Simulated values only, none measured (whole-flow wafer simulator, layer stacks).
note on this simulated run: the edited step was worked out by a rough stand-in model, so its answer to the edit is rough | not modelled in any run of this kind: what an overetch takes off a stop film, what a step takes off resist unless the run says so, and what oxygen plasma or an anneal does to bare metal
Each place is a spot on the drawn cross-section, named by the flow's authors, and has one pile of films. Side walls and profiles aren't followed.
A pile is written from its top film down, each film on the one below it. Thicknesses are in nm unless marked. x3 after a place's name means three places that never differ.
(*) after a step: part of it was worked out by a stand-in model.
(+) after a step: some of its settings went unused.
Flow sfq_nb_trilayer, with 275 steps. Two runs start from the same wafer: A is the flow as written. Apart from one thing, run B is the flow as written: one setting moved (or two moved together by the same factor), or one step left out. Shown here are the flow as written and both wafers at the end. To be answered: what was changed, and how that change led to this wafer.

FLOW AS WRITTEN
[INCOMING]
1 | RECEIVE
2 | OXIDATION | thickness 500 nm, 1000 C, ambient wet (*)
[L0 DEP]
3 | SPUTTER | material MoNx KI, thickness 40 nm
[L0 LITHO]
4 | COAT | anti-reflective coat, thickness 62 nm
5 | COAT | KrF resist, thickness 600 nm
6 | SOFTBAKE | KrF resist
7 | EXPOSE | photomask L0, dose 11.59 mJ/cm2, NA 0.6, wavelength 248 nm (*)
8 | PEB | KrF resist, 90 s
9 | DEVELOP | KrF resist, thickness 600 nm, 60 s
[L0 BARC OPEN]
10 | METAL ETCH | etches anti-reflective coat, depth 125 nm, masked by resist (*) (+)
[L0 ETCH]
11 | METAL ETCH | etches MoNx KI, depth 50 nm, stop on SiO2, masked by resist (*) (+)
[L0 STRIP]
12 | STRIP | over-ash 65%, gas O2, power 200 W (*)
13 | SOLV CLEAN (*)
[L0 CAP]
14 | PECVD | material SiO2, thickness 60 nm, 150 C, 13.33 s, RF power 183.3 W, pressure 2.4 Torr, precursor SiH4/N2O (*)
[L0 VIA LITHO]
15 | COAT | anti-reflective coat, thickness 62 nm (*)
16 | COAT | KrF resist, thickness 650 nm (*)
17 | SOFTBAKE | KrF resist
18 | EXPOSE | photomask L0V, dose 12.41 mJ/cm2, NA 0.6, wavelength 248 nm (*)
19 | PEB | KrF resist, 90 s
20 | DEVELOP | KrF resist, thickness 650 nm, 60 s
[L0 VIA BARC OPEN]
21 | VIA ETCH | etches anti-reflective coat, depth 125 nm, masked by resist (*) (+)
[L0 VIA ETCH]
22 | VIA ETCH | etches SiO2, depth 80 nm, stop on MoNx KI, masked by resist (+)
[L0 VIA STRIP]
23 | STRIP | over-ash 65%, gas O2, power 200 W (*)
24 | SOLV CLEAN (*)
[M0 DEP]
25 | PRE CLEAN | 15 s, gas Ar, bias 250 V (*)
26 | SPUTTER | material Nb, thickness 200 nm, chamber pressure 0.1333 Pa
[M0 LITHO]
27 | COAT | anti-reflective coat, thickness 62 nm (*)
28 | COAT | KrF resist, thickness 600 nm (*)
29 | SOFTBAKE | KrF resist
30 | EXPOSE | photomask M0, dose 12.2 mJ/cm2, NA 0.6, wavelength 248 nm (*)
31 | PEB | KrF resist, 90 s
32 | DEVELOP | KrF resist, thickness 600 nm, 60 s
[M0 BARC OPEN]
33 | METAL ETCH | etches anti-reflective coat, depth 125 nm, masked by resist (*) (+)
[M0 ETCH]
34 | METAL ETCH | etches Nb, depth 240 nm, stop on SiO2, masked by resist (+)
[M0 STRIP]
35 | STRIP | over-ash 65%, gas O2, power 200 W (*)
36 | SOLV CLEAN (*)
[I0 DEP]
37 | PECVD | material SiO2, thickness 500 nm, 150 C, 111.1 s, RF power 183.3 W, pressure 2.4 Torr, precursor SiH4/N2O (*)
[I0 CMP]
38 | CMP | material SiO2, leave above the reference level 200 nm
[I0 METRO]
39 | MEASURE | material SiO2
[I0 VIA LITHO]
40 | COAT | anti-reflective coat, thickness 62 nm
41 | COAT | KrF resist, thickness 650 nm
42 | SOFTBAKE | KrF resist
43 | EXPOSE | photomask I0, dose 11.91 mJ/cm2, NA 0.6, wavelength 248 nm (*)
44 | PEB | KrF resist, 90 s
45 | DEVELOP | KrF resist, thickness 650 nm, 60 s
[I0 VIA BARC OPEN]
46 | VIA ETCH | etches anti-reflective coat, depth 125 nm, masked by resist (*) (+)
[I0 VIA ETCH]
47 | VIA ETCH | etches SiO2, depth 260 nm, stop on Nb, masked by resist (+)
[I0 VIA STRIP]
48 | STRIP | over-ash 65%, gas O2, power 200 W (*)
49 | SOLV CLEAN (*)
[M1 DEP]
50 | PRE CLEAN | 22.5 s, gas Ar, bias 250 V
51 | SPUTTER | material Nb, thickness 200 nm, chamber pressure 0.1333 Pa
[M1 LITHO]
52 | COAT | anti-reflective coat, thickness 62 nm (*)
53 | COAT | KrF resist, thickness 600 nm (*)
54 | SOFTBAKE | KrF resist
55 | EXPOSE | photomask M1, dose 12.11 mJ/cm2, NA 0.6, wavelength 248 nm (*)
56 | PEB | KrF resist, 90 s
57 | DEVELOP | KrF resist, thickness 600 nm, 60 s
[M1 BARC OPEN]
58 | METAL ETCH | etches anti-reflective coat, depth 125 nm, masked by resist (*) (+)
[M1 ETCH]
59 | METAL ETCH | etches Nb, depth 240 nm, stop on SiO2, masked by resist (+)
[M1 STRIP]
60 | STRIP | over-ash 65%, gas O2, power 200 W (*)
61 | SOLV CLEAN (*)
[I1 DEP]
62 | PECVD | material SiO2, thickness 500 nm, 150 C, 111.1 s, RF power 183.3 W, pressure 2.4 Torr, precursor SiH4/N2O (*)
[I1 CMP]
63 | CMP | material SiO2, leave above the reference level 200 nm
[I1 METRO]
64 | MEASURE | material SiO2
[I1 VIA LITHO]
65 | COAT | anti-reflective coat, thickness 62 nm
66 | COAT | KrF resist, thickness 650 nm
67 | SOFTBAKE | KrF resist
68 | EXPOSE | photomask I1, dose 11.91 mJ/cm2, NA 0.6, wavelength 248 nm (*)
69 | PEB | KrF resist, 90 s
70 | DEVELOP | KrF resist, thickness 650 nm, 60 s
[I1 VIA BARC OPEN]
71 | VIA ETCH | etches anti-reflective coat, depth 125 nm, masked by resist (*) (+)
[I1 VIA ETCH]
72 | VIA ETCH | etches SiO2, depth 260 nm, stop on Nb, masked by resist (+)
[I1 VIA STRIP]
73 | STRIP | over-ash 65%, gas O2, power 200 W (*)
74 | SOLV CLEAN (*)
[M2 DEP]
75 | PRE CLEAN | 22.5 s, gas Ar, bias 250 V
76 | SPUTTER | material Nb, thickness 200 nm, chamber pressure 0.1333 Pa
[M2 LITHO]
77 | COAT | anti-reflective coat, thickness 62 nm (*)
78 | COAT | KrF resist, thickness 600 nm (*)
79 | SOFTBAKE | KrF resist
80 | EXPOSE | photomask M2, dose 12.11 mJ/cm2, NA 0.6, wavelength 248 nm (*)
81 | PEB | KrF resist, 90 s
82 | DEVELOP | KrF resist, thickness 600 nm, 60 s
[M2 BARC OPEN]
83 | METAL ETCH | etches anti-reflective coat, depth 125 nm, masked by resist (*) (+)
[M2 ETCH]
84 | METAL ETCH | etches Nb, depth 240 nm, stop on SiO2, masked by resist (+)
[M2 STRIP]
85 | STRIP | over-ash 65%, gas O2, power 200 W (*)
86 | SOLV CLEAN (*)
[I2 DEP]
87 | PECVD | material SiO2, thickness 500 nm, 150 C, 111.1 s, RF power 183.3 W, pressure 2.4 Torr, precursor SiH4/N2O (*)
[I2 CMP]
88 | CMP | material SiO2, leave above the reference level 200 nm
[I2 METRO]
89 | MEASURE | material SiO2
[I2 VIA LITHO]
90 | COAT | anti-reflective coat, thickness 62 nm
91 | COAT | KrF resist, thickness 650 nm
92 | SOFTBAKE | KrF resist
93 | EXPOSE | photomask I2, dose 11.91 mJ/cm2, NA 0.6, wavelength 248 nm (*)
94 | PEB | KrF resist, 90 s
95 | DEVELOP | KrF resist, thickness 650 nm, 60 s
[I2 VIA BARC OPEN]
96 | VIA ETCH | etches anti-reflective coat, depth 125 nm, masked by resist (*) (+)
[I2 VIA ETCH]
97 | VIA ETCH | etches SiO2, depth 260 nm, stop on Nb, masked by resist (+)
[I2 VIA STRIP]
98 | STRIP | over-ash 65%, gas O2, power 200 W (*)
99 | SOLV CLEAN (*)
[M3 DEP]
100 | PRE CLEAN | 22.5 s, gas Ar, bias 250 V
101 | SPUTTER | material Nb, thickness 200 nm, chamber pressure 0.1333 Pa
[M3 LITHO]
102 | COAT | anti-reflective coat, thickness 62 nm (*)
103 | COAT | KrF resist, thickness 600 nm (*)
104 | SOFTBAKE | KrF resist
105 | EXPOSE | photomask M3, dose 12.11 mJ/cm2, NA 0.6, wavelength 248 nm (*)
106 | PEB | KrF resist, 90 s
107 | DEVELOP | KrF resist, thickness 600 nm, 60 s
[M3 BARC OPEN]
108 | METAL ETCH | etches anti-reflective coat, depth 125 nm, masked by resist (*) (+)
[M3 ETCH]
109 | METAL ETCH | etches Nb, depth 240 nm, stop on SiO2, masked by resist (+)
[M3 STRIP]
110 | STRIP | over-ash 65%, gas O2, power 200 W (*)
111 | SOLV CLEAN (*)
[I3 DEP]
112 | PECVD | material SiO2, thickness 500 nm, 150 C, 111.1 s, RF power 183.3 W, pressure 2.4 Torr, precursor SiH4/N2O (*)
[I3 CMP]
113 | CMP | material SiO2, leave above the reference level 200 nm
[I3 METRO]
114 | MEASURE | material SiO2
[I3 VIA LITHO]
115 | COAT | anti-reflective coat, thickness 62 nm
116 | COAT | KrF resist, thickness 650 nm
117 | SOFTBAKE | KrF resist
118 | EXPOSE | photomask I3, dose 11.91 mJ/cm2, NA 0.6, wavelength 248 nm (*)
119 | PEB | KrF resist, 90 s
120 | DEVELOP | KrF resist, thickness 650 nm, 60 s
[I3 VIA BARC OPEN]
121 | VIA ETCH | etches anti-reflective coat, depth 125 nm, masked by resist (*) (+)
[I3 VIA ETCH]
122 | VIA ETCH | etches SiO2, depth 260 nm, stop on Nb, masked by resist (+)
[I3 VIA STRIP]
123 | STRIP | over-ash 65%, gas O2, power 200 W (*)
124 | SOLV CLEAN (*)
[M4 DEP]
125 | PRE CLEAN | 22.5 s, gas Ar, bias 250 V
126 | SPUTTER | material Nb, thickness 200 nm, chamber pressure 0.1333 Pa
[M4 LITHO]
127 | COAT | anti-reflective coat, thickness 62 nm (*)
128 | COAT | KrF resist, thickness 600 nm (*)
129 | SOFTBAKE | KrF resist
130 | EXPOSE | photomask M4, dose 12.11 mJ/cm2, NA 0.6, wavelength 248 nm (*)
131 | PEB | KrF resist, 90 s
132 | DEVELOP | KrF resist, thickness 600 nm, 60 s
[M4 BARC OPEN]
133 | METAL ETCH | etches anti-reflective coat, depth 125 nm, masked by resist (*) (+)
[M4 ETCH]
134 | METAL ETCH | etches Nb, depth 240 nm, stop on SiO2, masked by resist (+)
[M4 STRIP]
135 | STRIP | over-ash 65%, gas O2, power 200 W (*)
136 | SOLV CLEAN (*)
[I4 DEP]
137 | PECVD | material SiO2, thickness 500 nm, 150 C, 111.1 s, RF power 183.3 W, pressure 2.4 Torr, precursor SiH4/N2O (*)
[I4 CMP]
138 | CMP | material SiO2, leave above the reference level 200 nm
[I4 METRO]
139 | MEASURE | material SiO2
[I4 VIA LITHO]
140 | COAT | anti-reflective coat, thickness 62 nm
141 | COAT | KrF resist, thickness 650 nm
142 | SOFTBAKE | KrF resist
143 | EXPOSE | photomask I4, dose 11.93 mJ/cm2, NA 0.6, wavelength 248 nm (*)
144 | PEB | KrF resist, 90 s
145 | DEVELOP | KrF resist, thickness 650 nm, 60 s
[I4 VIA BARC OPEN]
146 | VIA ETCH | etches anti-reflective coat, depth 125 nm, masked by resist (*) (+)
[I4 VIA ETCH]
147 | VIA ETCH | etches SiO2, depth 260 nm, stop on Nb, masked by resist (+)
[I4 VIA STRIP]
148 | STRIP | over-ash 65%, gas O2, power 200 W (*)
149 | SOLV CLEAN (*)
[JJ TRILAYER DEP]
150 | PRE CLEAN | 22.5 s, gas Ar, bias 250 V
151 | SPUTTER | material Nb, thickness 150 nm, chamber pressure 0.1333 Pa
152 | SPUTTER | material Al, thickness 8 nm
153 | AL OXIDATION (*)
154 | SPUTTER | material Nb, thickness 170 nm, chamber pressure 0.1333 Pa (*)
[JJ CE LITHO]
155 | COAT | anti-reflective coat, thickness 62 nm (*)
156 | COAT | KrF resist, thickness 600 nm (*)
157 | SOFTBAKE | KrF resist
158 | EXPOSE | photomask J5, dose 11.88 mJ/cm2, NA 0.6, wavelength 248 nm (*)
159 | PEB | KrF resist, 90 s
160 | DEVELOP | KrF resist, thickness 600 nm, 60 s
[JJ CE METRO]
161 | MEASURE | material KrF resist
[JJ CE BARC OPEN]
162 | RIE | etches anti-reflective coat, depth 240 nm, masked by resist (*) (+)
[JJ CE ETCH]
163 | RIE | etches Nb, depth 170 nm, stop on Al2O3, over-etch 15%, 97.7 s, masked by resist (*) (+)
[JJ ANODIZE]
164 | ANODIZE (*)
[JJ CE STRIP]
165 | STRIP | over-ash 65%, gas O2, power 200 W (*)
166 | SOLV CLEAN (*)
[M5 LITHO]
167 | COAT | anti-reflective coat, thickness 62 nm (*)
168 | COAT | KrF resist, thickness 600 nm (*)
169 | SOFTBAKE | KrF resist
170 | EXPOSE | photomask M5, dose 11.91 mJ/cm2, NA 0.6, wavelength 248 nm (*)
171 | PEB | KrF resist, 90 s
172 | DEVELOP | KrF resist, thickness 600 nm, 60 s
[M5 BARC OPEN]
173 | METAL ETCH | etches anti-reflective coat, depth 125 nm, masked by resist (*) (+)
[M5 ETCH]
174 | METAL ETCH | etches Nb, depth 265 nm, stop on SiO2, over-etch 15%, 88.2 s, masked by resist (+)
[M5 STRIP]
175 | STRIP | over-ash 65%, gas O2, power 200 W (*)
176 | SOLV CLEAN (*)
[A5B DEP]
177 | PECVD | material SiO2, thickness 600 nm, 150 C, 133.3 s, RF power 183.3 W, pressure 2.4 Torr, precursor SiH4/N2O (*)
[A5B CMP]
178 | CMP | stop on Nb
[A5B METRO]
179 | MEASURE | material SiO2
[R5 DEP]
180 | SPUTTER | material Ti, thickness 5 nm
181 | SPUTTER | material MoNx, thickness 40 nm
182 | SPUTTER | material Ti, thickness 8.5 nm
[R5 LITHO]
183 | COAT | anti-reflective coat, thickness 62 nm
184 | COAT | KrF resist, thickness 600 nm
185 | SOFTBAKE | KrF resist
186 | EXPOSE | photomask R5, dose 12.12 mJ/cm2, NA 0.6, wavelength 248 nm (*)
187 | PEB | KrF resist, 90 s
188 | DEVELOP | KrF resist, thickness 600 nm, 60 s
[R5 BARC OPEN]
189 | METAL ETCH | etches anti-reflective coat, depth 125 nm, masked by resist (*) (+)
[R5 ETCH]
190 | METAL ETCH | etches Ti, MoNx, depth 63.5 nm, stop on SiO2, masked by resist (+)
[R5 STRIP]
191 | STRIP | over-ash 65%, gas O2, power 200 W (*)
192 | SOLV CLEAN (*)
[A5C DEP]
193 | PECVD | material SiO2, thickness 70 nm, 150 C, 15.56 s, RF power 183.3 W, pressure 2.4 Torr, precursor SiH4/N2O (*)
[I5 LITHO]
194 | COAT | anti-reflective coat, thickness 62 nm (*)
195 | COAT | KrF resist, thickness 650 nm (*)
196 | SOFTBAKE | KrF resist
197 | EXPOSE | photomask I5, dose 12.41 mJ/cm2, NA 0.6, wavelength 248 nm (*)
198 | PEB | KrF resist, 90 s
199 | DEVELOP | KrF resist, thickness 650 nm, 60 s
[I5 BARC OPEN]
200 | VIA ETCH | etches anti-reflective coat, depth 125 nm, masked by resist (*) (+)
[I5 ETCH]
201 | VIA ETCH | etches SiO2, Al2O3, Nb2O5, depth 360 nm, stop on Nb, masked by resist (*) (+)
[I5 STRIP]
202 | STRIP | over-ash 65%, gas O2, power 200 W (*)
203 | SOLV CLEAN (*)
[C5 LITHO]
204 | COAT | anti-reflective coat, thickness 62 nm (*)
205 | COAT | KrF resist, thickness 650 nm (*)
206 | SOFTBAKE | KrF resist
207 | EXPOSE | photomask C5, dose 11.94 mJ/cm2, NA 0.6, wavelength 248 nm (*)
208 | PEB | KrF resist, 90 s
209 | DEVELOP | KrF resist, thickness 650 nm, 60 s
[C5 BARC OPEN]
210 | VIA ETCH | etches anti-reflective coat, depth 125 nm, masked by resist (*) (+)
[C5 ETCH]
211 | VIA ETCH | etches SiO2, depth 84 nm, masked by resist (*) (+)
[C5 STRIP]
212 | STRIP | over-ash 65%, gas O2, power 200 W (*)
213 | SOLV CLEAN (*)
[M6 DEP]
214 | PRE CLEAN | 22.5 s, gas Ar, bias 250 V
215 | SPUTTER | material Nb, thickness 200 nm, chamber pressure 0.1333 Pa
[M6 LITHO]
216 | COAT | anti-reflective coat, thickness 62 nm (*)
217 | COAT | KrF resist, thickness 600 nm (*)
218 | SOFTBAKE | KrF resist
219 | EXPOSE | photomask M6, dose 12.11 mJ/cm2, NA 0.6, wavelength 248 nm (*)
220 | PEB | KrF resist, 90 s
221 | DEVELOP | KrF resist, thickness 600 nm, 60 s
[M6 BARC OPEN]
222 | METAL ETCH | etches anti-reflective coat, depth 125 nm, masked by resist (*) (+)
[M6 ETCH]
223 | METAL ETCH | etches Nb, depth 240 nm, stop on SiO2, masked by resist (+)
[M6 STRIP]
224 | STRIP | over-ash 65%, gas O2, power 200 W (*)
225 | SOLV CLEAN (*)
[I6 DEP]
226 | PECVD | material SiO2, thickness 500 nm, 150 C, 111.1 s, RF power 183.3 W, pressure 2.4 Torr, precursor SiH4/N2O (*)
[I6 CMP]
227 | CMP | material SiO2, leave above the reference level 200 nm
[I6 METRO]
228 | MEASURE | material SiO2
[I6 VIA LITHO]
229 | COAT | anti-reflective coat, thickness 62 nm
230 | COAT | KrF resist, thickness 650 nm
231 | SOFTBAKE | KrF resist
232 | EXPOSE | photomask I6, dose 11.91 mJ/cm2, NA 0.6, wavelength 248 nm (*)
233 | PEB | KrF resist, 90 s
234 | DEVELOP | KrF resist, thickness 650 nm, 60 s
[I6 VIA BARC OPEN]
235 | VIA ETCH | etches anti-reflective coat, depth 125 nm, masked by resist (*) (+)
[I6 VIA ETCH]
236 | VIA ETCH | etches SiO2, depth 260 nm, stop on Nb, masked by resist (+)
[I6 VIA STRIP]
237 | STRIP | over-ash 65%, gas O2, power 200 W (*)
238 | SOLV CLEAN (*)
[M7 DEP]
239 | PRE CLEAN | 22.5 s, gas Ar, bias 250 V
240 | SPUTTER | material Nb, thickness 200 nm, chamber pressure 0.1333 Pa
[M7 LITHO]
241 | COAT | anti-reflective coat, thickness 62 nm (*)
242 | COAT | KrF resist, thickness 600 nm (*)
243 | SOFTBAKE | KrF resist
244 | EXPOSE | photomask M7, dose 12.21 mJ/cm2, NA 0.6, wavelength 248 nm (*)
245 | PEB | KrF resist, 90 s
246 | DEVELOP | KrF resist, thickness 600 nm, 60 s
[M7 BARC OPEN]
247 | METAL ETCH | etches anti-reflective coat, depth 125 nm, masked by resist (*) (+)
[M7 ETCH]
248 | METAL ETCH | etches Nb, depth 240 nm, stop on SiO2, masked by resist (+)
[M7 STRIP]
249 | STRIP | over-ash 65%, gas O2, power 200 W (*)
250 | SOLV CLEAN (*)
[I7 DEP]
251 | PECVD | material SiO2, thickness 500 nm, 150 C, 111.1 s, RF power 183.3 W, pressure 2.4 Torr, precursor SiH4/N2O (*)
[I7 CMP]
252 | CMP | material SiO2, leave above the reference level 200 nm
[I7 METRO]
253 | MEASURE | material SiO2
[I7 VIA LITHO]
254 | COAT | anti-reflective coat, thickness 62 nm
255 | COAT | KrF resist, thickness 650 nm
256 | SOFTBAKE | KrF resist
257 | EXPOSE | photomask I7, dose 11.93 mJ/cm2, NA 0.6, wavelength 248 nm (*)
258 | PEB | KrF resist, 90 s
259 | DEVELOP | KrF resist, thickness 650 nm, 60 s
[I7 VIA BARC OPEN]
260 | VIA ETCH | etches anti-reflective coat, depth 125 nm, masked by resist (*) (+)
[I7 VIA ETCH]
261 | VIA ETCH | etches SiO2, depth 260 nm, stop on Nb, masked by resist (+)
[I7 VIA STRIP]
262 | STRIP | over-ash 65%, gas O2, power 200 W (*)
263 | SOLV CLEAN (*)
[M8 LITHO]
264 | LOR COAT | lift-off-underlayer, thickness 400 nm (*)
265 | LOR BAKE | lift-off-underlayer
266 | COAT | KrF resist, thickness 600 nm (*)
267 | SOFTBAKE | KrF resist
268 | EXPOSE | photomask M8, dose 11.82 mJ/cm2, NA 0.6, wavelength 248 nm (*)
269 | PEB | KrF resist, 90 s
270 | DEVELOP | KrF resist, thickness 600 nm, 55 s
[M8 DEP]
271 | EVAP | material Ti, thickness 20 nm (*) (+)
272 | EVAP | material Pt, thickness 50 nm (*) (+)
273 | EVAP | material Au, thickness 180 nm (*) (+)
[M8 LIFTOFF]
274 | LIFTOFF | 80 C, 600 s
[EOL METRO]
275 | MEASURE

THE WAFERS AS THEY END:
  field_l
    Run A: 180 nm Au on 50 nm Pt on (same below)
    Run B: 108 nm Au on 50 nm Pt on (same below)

The reason: step 273, EVAP: thickness 108 nm was run, though the flow has thickness 180 nm.
The wafer lets one read it off: field_l has Au 108, and step 273 as written asks for 180 nm.

Step by step, how the change led to this:
  273 | EVAP | material Au, thickness 180 nm (*) (+)
      field_l, v_sur, via_wl and 103 more: A +180 Au (new film) | B +108 Au (new film)
  274 | LIFTOFF | 80 C, 600 s
      p4_fl, p4_fm, p4_w1 and 71 more: A -180 Au (all of it), -50 Pt (all of it), -20 Ti (all of it), -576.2 KrF resist (all of it), -400 lift-off-underlayer (all of it) | B -108 Au (all of it), -50 Pt (all of it), -20 Ti (all of it), -576.2 KrF resist (all of it), -400 lift-off-underlayer (all of it)
      c5j, ce_r: A -180 Au (all of it), -50 Pt (all of it), -20 Ti (all of it), -573.3 KrF resist (all of it), -399.3 lift-off-underlayer (all of it) | B -108 Au (all of it), -50 Pt (all of it), -20 Ti (all of it), -573.3 KrF resist (all of it), -399.3 lift-off-underlayer (all of it)
      (as well as at 19 more places)
